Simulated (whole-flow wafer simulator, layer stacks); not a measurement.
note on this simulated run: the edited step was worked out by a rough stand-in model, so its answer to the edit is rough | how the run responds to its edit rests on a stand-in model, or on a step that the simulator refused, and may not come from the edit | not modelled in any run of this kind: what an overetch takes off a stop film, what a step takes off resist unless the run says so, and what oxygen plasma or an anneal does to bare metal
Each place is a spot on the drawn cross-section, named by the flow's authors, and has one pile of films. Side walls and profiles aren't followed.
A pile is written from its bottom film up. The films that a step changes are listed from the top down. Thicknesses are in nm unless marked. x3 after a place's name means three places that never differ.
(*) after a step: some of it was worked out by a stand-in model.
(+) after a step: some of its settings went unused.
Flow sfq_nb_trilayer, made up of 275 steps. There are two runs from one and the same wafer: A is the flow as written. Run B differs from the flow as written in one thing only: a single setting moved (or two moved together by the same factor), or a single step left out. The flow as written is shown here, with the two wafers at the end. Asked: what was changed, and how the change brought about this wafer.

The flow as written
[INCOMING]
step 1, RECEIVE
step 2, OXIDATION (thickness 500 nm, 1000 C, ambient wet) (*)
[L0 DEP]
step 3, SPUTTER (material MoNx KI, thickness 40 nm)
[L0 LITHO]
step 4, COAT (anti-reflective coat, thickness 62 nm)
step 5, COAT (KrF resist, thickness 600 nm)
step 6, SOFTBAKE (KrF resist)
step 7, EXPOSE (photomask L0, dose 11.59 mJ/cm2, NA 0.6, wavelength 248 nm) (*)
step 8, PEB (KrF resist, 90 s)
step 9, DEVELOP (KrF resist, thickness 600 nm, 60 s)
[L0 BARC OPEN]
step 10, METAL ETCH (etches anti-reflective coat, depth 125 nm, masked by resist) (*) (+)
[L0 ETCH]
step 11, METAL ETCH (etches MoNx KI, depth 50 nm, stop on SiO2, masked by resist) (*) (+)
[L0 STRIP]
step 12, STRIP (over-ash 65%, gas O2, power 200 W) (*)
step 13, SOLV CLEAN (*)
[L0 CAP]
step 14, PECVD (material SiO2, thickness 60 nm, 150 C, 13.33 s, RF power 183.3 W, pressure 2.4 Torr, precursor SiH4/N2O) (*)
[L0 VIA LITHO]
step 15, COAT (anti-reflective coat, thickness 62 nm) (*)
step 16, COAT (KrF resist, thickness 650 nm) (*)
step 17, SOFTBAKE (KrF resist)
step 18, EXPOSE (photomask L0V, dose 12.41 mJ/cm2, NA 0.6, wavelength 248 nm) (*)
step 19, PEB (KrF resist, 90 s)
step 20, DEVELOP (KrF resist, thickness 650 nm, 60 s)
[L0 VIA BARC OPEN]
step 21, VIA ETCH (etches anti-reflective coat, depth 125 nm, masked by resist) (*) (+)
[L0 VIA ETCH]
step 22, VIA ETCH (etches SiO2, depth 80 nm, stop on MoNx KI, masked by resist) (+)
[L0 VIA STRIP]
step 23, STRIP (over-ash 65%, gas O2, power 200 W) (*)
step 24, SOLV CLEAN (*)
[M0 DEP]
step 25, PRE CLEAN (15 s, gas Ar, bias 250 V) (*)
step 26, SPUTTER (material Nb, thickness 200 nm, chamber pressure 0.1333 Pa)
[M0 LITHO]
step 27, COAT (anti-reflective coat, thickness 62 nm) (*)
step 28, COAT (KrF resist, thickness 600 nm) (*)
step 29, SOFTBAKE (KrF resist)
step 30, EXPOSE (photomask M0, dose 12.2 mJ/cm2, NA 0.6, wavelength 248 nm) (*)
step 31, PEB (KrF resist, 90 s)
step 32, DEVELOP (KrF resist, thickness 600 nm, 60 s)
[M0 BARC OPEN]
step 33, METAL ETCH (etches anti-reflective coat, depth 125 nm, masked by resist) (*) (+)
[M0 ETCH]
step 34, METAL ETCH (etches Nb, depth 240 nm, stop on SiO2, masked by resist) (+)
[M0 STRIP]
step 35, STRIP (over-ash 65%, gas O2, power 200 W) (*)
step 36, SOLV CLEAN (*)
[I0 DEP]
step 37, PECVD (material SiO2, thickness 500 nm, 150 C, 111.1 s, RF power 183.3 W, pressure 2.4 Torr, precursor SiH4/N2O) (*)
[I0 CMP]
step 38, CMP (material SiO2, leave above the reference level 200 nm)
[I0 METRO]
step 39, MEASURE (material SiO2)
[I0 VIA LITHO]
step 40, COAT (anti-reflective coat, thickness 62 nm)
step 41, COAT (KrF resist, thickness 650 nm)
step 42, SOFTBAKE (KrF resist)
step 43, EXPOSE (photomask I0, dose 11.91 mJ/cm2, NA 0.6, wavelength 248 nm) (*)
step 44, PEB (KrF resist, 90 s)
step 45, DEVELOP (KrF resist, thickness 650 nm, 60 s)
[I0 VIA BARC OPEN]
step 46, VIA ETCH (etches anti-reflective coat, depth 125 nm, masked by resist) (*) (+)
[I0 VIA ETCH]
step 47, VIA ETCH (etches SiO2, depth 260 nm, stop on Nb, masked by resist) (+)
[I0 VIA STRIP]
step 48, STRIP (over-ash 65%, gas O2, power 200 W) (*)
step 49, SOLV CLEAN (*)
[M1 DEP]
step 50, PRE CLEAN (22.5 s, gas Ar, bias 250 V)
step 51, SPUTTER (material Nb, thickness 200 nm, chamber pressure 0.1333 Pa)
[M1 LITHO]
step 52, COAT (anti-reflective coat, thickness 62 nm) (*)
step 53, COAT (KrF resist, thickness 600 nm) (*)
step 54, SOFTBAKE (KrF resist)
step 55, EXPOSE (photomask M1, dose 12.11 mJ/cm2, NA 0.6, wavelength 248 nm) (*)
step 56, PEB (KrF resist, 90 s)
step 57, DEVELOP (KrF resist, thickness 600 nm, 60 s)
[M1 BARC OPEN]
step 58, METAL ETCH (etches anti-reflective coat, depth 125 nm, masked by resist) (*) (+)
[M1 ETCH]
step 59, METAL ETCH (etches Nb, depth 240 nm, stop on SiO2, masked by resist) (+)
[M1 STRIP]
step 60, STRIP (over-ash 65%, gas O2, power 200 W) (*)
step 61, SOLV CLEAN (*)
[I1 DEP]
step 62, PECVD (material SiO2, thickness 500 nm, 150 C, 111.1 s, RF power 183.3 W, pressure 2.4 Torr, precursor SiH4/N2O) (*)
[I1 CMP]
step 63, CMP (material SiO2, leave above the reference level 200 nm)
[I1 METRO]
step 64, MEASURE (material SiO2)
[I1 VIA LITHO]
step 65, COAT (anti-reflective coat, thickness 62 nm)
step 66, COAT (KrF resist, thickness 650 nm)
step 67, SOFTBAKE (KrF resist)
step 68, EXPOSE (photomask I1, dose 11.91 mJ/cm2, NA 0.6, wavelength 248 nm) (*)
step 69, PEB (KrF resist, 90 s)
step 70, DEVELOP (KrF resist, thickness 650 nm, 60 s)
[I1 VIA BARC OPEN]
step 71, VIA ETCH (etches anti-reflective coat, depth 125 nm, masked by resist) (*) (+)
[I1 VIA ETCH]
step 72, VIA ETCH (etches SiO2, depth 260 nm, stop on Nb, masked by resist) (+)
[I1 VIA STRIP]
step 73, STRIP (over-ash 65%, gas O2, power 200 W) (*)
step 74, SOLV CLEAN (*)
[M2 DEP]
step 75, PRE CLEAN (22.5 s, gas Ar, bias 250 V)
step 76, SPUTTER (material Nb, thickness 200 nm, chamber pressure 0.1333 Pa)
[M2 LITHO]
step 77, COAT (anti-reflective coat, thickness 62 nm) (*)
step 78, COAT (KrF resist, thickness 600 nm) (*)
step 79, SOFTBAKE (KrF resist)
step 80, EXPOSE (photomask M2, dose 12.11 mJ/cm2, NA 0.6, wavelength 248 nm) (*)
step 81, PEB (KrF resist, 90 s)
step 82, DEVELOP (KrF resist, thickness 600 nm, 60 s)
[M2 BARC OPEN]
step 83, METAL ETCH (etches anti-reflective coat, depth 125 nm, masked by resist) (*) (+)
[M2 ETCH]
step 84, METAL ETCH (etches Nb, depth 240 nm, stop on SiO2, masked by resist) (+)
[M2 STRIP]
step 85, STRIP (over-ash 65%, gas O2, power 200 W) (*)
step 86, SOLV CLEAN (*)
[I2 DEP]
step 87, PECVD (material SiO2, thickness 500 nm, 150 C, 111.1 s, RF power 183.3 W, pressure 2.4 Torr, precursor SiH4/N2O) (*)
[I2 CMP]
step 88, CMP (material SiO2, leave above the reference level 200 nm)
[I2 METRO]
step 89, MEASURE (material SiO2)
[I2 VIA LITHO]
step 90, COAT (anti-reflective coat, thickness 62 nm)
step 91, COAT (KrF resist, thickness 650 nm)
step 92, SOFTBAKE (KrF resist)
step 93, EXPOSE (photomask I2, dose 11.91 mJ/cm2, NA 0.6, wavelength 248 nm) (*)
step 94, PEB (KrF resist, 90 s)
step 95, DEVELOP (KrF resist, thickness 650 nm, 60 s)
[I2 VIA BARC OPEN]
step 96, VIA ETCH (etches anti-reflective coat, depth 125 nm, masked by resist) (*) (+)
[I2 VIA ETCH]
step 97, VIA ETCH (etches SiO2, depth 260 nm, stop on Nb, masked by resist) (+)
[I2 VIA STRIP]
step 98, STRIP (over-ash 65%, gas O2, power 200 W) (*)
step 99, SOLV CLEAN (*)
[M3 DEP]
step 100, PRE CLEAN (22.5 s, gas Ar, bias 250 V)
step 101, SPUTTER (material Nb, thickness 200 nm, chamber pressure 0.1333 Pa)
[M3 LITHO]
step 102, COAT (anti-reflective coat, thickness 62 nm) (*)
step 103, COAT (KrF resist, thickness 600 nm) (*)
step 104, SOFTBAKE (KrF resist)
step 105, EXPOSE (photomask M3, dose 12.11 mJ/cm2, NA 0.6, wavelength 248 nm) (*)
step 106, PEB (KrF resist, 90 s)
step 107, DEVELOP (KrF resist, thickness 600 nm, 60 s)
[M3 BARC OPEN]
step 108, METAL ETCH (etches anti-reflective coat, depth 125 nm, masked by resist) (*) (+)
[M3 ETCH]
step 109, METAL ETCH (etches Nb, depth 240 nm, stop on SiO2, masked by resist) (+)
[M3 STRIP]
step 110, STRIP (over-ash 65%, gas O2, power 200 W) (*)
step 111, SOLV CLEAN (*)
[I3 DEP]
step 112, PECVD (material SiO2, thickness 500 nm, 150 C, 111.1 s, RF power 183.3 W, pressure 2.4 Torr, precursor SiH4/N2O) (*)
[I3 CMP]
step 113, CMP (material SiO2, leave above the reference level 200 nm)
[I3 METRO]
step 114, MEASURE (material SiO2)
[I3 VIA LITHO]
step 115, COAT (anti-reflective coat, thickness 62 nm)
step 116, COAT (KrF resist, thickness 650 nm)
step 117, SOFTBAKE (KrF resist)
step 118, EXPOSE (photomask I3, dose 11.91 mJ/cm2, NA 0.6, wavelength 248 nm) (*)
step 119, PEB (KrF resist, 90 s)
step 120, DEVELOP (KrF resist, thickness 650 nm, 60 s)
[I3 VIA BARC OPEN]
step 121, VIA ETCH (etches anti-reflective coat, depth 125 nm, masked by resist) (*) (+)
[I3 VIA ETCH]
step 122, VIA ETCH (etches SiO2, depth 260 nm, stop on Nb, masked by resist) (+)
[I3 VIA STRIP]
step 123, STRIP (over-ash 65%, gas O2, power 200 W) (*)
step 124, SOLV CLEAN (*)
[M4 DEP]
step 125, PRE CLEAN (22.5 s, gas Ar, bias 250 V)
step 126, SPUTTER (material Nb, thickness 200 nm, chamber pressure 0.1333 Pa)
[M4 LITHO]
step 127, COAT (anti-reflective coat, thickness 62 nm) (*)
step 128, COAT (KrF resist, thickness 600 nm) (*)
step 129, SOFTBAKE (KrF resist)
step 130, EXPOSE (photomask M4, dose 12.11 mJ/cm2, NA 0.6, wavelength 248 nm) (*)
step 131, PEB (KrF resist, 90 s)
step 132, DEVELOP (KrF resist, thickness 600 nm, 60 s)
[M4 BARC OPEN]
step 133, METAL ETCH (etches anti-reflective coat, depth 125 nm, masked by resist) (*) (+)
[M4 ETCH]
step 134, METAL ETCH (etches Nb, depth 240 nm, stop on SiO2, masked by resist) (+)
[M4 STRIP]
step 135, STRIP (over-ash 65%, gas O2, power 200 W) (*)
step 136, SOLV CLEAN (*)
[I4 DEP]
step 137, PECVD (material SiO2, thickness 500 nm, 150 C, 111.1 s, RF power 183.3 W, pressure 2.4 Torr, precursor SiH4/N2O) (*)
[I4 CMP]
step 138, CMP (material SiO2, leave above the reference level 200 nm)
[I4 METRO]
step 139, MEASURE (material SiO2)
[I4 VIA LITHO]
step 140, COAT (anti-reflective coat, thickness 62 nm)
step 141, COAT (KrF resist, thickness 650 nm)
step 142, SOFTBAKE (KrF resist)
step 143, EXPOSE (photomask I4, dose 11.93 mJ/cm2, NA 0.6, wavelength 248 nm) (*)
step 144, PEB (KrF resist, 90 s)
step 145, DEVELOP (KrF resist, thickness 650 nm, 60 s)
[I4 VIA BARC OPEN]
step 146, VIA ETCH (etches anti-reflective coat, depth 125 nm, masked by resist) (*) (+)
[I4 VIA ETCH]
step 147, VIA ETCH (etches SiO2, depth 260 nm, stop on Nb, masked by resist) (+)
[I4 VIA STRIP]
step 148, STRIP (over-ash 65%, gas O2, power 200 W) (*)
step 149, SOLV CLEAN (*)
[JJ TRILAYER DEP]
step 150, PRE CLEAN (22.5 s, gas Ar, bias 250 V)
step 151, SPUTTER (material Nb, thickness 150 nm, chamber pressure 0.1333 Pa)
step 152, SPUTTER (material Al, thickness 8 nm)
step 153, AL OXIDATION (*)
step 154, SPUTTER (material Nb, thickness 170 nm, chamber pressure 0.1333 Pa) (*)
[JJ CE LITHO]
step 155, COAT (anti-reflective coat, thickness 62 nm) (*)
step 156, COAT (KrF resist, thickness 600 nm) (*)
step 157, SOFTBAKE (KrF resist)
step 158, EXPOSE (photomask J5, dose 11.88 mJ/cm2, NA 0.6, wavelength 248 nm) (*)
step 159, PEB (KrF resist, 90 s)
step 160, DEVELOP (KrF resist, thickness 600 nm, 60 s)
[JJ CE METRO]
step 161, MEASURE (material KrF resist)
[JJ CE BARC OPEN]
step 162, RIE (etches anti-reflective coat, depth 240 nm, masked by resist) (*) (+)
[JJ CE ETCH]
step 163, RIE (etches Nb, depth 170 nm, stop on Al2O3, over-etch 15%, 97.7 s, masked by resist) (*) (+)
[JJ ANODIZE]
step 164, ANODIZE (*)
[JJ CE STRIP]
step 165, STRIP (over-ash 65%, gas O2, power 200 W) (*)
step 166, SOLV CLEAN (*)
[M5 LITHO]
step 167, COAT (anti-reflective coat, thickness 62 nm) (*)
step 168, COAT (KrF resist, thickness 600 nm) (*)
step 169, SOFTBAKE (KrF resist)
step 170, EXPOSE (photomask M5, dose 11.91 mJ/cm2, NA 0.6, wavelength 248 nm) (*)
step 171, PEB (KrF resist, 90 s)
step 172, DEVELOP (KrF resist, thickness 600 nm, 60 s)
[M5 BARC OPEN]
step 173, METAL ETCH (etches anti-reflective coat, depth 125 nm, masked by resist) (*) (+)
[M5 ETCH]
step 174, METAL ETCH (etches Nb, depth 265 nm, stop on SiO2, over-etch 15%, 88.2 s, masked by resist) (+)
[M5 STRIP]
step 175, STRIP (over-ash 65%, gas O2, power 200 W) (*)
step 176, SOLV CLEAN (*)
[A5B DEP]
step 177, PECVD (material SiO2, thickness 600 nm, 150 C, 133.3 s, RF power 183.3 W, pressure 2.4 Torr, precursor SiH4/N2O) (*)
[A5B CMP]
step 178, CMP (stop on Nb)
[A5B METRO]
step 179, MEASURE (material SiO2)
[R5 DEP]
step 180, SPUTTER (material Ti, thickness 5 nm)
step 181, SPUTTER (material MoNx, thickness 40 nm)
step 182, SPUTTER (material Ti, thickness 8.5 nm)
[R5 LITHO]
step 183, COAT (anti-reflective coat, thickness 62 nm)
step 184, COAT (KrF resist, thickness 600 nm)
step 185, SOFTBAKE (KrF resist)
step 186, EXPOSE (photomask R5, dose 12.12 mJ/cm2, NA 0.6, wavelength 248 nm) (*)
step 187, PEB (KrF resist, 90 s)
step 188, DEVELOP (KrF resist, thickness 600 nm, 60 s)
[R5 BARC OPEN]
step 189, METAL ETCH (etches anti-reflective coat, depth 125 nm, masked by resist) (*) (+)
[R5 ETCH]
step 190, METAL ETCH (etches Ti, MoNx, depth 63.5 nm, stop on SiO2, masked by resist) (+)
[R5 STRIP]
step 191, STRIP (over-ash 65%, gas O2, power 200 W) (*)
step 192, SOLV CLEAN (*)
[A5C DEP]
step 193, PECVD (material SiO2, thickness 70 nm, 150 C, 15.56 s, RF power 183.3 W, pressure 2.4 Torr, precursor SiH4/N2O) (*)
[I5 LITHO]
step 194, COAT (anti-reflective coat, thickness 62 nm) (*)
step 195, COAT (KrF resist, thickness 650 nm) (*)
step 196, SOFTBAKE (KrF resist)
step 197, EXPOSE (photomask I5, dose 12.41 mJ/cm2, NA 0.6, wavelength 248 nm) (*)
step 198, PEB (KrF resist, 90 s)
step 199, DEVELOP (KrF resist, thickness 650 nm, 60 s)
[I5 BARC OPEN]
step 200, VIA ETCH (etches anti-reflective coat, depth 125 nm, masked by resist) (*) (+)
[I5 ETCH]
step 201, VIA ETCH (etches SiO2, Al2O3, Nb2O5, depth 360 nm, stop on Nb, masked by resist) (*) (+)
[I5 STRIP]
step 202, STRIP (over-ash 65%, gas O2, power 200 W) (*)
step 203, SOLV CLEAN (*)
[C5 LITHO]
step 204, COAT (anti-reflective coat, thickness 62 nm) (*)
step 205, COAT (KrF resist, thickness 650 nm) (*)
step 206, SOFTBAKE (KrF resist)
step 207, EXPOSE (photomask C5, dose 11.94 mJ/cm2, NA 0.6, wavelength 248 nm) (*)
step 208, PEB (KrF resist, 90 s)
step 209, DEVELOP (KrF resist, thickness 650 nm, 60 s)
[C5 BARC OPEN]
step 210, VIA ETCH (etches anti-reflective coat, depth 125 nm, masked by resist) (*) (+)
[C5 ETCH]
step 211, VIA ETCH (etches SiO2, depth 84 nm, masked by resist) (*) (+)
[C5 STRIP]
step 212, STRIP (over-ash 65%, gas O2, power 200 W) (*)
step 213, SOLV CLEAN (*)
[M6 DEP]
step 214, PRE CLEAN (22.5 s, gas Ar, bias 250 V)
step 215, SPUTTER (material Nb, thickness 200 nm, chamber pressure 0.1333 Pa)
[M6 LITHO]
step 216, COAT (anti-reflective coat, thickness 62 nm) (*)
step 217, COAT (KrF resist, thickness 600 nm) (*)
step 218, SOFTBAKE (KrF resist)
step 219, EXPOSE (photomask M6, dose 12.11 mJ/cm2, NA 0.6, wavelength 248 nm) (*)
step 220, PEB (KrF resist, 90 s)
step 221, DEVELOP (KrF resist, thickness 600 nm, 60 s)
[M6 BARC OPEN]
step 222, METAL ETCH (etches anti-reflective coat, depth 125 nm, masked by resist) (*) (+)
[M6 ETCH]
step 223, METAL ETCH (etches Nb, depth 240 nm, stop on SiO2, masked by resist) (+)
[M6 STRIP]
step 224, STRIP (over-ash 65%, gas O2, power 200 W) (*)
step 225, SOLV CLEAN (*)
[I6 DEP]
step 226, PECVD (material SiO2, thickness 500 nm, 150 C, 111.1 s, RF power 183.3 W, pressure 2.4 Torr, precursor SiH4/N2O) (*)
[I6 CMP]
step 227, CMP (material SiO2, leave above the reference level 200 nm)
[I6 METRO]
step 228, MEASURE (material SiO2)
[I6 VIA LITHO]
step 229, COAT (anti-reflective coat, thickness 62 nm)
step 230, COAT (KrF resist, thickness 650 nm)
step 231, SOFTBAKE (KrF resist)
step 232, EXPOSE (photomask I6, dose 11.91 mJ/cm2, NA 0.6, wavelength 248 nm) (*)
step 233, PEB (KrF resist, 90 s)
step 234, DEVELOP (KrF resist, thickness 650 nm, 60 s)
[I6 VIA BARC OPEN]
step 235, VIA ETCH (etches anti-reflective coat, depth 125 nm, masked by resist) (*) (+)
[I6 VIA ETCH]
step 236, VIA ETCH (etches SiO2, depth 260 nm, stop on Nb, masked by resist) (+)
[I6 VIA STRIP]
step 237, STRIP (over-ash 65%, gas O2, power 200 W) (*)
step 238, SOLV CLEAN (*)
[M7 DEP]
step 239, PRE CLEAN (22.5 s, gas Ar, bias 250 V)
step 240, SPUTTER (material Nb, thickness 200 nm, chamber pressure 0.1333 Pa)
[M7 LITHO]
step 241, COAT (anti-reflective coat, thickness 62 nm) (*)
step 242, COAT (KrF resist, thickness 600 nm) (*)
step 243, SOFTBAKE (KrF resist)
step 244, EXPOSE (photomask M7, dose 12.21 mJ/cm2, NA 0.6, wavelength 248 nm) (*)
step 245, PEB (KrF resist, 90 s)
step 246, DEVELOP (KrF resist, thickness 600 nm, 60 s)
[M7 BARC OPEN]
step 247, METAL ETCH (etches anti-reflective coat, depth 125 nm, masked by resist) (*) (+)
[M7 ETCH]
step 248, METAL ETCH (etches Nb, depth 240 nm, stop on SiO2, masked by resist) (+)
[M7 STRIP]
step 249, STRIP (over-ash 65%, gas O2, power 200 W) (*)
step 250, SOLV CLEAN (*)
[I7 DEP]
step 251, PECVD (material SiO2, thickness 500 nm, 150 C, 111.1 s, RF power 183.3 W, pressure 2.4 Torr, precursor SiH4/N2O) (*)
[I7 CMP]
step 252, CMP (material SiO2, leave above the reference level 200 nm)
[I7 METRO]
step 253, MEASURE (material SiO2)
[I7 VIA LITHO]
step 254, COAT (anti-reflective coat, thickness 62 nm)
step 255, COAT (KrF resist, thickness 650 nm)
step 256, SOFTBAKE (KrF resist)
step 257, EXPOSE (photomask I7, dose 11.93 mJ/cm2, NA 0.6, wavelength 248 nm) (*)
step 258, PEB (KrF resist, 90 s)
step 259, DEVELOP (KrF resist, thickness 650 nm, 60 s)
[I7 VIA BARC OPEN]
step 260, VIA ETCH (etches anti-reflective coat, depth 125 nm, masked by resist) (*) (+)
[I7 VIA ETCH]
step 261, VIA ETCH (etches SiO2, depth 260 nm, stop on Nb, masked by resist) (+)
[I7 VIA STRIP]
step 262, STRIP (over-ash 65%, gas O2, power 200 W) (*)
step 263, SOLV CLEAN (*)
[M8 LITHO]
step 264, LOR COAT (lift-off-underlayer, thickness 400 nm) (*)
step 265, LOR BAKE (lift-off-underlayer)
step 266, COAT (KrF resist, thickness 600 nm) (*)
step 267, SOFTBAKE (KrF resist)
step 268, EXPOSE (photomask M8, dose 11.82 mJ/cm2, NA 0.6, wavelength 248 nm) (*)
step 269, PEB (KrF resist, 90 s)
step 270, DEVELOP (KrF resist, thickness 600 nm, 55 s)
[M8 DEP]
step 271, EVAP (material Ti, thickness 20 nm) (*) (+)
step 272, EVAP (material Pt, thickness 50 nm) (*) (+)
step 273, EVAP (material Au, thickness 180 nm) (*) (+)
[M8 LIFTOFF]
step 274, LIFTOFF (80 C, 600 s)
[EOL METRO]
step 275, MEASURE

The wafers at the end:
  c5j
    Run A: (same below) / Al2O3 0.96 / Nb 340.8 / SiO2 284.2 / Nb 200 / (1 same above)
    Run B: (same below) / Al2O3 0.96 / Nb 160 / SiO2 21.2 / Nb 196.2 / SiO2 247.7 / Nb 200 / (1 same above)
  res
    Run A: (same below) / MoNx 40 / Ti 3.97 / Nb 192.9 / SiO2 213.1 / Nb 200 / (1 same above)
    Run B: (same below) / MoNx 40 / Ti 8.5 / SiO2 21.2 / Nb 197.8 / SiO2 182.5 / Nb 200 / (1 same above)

Cause: step 211, VIA ETCH: depth 41.2 nm was run, though the flow has depth 84 nm.

The path from the change to this, step by step:
  step 211, VIA ETCH (etches SiO2, depth 84 nm, masked by resist) (*) (+)
      c5j: A SiO2 loses 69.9 (all of it), Nb loses 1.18 | B SiO2 loses 41.2
      res: A SiO2 loses 69.9 (all of it) | B SiO2 loses 41.2
      (and at 104 other places as well)
  step 214, PRE CLEAN (22.5 s, gas Ar, bias 250 V)
      c5j: A Nb loses 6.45 | B SiO2 loses 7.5
      res: A Ti loses 4.53 | B SiO2 loses 7.5
  step 215, SPUTTER (material Nb, thickness 200 nm, chamber pressure 0.1333 Pa)
      c5j: A Nb gains 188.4 | B Nb gains 196.2 (new film)
      res: A Nb gains 192.9 (new film) | B Nb gains 197.8 (new film)
  step 216, COAT (anti-reflective coat, thickness 62 nm) (*)
      ce_l: A anti-reflective coat gains 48 (new film) | B anti-reflective coat gains 55.4 (new film)
      c5j: A anti-reflective coat gains 110.7 (new film) | B anti-reflective coat gains 90.1 (new film)
      (and at 5 other places as well)
  step 217, COAT (KrF resist, thickness 600 nm) (*)
      res: A KrF resist gains 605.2 (new film) | B KrF resist gains 592.2 (new film)
  step 224, STRIP (over-ash 65%, gas O2, power 200 W) (*)
      ce_l: A KrF resist loses 397.1 (all of it), anti-reflective coat loses 48 (all of it) | B KrF resist loses 392.6 (all of it), anti-reflective coat loses 55.4 (all of it)
      c5j: A KrF resist loses 418.3 (all of it), anti-reflective coat loses 110.7 (all of it) | B KrF resist loses 405.8 (all of it), anti-reflective coat loses 90.1 (all of it)
      (and at 5 other places as well)
  step 226, PECVD (material SiO2, thickness 500 nm, 150 C, 111.1 s, RF power 183.3 W, pressure 2.4 Torr, precursor SiH4/N2O) (*)
      c5j: A SiO2 gains 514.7 (new film) | B SiO2 gains 500 (new film)
  step 227, CMP (material SiO2, leave above the reference level 200 nm)
      c5j: A SiO2 loses 223 | B SiO2 loses 244.8
      res: A SiO2 loses 279.4 | B SiO2 loses 310
If metal films that touch count as one body, c5j has 5 bodies (between them, from the top down: SiO2 247.7; SiO2 21.2; Al2O3 0.96; SiO2 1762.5); the flow as written gives 4 bodies (between them, from the top down: SiO2 284.2; Al2O3 0.96; SiO2 1762.5).
If metal films that touch count as one body, res has 4 bodies (between them, from the top down: SiO2 182.5; SiO2 21.2; SiO2 2090.9); the flow as written gives 3 bodies (between them, from the top down: SiO2 213.1; SiO2 2090.9).
